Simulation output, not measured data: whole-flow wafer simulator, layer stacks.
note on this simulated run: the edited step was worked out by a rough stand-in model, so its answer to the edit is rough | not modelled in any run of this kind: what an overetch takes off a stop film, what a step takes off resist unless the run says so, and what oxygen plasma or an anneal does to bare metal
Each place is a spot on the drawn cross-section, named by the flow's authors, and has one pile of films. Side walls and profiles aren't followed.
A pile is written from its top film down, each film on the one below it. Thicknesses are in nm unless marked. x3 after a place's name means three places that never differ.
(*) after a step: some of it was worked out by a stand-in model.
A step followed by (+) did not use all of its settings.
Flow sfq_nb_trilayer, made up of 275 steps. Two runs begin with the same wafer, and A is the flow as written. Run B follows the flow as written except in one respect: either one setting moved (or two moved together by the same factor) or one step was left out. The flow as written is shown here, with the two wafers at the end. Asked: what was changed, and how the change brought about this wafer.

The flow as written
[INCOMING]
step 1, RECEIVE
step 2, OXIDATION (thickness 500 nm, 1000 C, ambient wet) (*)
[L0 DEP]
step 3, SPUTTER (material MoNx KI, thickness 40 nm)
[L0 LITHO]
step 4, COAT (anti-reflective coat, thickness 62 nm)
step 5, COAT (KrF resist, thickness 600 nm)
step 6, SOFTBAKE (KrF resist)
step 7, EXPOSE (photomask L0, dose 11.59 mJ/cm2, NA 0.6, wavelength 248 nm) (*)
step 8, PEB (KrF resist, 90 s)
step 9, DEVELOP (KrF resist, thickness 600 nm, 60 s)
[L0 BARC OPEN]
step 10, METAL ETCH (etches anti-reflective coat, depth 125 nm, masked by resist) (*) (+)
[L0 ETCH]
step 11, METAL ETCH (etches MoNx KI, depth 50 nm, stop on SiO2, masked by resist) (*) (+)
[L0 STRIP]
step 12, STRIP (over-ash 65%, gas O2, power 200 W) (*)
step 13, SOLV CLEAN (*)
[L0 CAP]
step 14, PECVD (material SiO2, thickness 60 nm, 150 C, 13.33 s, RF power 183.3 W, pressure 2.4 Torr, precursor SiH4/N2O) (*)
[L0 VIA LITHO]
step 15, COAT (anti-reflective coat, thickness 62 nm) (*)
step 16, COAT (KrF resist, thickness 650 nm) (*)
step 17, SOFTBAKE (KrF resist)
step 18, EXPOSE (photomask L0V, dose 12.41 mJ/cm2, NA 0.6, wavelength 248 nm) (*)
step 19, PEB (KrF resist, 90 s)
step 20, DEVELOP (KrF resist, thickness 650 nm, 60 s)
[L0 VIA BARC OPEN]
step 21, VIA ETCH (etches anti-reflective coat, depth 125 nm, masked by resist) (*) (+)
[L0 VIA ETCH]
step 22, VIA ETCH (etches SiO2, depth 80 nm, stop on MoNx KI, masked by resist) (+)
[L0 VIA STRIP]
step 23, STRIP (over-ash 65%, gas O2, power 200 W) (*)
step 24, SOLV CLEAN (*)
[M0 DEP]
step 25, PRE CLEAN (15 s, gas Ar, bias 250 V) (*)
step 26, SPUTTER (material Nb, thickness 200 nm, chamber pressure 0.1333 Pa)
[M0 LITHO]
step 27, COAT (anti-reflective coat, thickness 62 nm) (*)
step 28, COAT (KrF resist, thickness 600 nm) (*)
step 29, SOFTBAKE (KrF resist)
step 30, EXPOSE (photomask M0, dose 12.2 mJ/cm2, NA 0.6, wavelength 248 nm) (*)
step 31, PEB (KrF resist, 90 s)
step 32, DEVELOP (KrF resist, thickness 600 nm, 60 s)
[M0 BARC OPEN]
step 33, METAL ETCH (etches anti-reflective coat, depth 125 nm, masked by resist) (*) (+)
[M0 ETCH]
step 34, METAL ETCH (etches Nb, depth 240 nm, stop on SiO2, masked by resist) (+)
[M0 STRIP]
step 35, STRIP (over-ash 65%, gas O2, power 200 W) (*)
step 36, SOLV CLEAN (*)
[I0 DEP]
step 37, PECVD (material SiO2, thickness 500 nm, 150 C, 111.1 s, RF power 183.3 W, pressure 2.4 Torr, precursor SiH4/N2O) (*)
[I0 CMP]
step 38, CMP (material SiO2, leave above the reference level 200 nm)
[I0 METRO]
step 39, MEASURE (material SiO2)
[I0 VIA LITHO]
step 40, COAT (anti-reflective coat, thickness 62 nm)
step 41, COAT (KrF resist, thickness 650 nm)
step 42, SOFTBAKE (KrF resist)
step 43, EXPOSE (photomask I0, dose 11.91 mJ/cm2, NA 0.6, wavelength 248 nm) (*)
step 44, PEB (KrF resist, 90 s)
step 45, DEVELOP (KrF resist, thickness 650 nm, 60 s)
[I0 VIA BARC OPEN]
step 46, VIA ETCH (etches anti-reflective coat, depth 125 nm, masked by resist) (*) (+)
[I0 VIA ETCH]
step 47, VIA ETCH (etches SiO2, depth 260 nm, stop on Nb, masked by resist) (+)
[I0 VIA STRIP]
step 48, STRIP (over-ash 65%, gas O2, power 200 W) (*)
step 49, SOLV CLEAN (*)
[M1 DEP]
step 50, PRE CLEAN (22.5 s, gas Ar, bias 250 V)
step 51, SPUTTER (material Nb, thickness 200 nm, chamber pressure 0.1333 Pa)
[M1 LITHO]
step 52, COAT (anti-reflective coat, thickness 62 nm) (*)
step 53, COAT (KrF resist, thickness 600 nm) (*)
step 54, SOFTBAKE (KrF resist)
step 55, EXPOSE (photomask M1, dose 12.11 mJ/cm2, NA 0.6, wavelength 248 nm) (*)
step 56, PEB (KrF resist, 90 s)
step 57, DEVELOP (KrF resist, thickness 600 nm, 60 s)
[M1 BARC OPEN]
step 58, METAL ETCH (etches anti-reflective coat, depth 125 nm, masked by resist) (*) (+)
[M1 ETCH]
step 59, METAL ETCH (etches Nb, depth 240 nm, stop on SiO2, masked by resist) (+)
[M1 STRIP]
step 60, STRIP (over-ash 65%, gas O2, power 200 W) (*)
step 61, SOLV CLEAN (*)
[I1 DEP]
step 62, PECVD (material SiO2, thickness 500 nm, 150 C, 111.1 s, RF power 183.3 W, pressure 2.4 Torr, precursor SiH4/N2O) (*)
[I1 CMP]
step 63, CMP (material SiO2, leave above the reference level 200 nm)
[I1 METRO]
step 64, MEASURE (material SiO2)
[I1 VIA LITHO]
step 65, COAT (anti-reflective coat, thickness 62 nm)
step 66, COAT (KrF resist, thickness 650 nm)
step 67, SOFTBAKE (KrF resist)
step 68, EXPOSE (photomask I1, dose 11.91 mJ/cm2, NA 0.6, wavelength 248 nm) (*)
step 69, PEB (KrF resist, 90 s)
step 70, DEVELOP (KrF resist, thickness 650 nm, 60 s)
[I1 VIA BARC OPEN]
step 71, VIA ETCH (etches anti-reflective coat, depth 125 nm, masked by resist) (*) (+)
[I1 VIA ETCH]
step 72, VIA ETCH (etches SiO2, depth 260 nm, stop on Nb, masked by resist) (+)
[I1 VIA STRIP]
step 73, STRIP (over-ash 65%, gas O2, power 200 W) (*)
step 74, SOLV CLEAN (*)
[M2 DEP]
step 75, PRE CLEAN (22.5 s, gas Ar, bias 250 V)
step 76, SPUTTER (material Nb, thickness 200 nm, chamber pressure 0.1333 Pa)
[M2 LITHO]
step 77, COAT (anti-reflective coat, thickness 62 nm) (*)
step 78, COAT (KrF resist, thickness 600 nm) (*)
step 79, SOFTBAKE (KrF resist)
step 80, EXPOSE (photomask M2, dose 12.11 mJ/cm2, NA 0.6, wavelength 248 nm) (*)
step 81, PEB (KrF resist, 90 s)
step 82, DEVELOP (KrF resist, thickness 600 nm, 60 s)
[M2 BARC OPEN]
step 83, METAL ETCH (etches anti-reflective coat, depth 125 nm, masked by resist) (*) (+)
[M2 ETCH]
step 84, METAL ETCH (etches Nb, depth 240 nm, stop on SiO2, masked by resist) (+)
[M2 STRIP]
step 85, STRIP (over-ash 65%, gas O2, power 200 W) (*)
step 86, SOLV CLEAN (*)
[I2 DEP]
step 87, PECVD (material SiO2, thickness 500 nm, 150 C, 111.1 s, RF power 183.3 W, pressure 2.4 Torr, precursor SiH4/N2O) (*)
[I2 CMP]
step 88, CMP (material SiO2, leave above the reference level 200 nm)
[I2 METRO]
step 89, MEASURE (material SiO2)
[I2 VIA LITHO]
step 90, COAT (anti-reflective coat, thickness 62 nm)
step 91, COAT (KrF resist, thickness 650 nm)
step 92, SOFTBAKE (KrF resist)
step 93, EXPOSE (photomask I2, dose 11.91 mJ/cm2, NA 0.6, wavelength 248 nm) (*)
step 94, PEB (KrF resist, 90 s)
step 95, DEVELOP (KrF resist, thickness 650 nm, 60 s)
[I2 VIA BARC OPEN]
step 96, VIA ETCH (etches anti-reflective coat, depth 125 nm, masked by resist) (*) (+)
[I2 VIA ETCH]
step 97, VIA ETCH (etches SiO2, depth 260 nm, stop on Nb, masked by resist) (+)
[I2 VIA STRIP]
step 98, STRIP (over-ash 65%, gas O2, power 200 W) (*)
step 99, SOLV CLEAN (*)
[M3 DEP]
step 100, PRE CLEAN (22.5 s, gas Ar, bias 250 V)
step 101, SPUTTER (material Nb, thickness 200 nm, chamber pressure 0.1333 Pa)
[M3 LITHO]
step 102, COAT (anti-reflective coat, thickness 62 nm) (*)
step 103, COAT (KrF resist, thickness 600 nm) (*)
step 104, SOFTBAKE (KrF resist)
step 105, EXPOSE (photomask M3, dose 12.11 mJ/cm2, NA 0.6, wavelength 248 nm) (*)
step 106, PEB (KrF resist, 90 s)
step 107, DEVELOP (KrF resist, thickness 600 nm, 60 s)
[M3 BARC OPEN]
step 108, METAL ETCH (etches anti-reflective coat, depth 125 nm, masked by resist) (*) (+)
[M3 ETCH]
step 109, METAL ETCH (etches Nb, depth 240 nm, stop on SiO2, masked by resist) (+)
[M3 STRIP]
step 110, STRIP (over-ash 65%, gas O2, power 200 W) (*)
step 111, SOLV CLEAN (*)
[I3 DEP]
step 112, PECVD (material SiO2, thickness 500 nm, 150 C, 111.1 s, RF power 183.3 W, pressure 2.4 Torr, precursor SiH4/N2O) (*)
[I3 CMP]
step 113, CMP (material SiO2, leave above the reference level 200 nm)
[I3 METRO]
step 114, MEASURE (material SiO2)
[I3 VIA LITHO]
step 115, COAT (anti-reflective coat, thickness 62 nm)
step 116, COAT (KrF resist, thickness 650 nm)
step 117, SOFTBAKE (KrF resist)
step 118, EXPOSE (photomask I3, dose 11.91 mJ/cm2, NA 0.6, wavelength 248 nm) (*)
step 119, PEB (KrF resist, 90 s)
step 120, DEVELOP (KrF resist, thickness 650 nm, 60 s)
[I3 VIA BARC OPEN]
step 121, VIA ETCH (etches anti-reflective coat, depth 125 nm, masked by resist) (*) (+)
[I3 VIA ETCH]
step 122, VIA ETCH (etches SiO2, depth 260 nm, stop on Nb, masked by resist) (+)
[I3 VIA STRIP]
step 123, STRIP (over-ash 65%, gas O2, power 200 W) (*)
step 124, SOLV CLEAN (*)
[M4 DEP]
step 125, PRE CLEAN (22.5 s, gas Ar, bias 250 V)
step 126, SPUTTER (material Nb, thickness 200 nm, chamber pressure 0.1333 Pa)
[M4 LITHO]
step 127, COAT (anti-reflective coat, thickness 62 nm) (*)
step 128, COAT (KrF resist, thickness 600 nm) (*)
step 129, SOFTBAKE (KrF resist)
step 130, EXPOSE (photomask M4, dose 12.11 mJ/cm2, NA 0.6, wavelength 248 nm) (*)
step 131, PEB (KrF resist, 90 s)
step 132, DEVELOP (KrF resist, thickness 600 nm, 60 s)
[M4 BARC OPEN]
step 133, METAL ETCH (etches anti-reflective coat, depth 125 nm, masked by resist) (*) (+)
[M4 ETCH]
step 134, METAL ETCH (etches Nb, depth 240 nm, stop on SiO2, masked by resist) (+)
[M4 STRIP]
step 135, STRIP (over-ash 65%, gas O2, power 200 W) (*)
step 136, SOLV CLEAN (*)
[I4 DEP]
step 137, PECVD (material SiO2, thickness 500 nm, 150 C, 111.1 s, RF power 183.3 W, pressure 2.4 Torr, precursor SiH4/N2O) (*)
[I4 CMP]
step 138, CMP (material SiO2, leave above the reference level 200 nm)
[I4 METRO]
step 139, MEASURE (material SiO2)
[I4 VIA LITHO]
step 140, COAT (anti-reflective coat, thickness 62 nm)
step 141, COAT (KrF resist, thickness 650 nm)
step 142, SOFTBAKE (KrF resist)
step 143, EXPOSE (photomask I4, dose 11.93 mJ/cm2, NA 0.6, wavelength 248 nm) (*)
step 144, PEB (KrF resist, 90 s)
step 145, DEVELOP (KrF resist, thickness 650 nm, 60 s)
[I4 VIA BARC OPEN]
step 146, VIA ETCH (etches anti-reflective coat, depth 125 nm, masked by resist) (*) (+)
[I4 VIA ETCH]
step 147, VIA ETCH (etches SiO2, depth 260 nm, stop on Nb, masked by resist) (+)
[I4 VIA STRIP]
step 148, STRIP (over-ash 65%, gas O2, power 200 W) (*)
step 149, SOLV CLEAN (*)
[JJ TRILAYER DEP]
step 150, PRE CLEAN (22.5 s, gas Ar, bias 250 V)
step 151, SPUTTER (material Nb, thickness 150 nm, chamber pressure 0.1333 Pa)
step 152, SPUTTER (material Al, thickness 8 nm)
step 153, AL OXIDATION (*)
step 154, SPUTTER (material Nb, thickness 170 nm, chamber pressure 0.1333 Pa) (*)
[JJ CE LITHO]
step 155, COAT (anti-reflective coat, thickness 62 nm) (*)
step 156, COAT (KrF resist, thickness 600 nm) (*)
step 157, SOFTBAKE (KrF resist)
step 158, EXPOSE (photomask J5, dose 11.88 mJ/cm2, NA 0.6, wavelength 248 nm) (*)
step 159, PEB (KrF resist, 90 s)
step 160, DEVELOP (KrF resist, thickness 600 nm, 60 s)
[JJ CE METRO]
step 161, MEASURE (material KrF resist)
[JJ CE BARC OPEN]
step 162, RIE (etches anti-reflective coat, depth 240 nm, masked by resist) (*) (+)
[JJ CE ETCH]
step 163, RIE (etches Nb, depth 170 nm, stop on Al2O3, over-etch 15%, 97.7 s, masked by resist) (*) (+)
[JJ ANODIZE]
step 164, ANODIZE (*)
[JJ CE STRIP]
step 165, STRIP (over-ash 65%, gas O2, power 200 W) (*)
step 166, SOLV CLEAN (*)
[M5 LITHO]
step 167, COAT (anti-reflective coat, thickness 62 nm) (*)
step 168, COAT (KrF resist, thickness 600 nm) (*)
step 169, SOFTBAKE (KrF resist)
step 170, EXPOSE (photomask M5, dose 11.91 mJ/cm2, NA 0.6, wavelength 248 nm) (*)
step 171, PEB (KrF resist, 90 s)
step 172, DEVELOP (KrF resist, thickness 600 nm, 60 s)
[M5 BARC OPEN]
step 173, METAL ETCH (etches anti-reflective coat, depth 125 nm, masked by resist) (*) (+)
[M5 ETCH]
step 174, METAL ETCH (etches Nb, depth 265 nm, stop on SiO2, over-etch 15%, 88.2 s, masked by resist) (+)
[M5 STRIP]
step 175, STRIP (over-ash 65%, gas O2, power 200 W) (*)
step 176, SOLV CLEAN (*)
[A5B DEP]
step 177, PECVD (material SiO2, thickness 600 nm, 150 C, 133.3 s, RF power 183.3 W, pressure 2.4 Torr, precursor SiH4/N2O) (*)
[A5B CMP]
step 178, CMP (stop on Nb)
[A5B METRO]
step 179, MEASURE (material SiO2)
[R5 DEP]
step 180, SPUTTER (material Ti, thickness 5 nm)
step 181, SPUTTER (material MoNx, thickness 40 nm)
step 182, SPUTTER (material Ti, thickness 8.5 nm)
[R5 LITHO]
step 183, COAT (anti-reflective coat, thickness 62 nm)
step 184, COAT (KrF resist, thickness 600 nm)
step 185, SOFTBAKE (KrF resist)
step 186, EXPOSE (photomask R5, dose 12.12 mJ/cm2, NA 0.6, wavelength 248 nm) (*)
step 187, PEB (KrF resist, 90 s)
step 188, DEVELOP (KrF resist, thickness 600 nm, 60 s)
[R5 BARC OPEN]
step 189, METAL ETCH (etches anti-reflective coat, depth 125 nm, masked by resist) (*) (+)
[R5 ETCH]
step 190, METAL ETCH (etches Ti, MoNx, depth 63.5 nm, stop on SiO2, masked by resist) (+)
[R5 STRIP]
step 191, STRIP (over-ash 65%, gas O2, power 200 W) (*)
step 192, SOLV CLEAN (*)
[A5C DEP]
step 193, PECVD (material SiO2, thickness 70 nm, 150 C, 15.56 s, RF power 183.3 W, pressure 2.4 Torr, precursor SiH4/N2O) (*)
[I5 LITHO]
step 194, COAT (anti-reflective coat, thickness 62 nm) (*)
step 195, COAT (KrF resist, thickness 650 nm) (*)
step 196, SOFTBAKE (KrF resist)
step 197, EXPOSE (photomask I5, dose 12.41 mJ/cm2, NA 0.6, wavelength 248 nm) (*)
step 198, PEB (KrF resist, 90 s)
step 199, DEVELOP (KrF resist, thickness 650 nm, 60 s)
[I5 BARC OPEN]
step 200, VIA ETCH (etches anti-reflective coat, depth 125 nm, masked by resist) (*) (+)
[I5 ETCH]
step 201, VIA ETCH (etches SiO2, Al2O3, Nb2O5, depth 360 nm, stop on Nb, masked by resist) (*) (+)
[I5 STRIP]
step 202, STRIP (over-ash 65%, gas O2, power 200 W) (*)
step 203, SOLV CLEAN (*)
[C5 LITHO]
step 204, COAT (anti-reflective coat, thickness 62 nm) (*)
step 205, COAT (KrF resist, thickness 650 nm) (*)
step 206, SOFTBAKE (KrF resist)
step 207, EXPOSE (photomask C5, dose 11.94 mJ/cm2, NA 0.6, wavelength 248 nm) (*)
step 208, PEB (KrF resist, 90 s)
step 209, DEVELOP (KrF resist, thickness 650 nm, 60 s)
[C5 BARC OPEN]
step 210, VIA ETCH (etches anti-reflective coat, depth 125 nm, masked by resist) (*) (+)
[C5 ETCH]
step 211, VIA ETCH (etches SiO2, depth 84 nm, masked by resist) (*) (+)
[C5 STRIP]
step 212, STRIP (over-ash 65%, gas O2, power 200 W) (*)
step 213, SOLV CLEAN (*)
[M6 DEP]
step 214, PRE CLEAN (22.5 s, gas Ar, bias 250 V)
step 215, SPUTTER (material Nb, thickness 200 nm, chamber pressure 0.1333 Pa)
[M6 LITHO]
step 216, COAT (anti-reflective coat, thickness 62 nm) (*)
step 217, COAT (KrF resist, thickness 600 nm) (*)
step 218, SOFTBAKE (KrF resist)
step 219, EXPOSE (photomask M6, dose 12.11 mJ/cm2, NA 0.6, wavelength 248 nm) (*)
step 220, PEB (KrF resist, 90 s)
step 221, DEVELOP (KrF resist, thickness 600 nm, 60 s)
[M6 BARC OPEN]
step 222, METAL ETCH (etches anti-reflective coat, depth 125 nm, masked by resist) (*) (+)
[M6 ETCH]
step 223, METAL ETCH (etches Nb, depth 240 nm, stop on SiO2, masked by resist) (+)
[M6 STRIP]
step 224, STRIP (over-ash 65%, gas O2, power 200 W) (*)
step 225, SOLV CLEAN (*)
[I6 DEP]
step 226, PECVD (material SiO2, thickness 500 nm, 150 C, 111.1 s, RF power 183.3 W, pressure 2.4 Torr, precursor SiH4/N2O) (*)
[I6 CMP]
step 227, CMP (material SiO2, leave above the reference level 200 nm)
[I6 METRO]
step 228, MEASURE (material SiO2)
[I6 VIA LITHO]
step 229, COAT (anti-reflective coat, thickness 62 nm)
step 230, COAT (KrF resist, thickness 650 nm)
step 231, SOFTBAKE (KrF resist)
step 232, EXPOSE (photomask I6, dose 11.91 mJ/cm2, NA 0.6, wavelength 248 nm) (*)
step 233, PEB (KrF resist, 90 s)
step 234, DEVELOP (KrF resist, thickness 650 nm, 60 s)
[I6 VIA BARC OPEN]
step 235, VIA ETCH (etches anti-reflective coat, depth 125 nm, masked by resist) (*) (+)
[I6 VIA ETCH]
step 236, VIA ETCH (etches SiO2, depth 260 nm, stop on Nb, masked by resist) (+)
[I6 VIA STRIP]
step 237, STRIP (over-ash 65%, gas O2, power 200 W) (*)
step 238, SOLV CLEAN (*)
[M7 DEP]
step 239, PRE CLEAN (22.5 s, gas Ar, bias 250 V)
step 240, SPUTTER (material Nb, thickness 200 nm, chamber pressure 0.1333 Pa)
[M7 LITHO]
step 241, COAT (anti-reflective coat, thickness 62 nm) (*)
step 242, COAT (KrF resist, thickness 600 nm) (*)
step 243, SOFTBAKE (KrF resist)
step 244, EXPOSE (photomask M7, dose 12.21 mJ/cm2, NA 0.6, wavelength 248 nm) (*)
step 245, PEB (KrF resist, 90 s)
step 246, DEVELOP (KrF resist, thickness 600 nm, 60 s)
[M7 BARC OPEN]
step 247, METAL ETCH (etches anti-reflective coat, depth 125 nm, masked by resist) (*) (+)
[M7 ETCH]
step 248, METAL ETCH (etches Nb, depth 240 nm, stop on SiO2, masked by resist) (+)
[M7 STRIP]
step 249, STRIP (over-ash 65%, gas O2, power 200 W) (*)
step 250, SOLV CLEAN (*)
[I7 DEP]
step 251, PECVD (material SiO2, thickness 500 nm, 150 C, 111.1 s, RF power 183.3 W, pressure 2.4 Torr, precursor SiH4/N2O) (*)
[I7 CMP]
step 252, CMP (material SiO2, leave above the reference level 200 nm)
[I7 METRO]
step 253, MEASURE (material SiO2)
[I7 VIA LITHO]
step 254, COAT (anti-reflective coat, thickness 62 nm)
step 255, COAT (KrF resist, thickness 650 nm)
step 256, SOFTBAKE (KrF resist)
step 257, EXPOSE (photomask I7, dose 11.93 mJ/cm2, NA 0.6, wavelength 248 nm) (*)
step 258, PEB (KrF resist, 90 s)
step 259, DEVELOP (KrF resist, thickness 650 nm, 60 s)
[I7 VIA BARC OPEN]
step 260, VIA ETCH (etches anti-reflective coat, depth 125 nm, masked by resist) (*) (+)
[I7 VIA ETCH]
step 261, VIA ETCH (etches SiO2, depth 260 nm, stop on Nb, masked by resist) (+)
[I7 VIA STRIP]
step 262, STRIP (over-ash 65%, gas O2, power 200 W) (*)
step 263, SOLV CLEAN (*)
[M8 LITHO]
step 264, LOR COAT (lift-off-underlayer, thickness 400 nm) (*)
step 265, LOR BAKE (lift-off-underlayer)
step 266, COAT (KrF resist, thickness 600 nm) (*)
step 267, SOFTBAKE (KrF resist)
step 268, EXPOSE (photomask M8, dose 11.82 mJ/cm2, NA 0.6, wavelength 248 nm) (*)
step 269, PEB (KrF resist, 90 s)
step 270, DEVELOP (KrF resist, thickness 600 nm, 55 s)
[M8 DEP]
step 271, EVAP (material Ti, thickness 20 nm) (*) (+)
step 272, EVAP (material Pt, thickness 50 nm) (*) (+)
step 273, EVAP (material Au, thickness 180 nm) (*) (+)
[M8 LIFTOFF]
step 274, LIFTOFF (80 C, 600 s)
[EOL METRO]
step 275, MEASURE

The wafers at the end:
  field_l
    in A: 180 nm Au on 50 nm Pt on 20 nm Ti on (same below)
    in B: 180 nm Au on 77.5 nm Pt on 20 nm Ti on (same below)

What caused this: step 272, EVAP: thickness 77.5 nm was run, while the flow as written has thickness 50 nm.
The wafer itself shows it: field_l has Pt 77.5, and step 272 as written asks for 50 nm.

The path from the change to this, step by step:
  step 272, EVAP (material Pt, thickness 50 nm) (*) (+)
      field_l, v_sur, via_wl and 103 more: A Pt gains 50 (new film) | B Pt gains 77.5 (new film)
  step 274, LIFTOFF (80 C, 600 s)
      p4_fl, p4_fm, p4_w1 and 71 more: A Au loses 180 (all of it), Pt loses 50 (all of it), Ti loses 20 (all of it), KrF resist loses 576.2 (all of it), lift-off-underlayer loses 400 (all of it) | B Au loses 180 (all of it), Pt loses 77.5 (all of it), Ti loses 20 (all of it), KrF resist loses 576.2 (all of it), lift-off-underlayer loses 400 (all of it)
      c5j, ce_r: A Au loses 180 (all of it), Pt loses 50 (all of it), Ti loses 20 (all of it), KrF resist loses 573.3 (all of it), lift-off-underlayer loses 399.3 (all of it) | B Au loses 180 (all of it), Pt loses 77.5 (all of it), Ti loses 20 (all of it), KrF resist loses 573.3 (all of it), lift-off-underlayer loses 399.3 (all of it)
      (as well as at 19 more places)
